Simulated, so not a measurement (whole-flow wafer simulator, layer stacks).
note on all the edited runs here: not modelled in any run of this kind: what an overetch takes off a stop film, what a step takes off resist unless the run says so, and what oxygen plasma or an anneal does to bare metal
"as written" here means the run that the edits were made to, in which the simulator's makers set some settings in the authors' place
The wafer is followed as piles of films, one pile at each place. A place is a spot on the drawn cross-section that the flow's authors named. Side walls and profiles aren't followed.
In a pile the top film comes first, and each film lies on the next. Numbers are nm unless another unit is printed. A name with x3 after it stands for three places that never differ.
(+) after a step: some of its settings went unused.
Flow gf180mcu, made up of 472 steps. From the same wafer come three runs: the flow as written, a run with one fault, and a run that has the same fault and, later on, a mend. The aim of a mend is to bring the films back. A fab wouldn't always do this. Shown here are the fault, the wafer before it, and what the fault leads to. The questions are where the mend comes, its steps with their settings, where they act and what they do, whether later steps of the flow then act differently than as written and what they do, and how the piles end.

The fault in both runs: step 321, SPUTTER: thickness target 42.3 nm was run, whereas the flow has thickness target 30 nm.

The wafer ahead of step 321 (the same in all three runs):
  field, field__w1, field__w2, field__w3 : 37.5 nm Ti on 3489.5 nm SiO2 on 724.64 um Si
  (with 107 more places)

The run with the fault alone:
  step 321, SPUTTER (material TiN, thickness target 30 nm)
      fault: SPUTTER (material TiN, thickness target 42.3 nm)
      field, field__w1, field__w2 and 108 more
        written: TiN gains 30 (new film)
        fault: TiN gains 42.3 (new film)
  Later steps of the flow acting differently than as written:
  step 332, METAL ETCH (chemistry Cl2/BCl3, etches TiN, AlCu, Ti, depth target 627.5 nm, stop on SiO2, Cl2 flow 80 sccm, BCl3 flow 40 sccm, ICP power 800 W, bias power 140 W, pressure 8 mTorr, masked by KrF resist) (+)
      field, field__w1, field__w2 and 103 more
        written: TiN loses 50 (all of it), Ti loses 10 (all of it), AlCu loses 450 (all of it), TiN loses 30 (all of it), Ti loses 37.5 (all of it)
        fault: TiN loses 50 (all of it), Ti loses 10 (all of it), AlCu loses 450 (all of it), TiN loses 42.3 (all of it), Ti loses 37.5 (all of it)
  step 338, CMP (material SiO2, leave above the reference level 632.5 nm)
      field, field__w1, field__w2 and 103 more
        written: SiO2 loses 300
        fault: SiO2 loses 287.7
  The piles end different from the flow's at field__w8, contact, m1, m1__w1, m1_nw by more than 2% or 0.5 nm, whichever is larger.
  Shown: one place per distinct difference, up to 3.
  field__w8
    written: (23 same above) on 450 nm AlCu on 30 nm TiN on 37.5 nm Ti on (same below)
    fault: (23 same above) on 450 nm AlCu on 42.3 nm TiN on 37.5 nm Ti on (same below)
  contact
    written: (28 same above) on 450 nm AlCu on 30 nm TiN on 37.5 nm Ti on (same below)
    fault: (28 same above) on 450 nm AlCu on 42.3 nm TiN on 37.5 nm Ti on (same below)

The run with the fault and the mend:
  The mend stands after step 321.
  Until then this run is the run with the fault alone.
  step 321a, METAL ETCH (chemistry Cl2/BCl3, etches TiN, AlCu, Ti, depth target 12.3 nm, Cl2 flow 80 sccm, BCl3 flow 40 sccm, ICP power 800 W, bias power 140 W, pressure 8 mTorr) (the flow's step 260 again, with other settings)
      field, field__w1, field__w2 and 108 more
        TiN loses 12.3
  Later steps of the flow that are run all act as written at every place that is followed.
  The piles end the same as the flow's at every place that both follow.
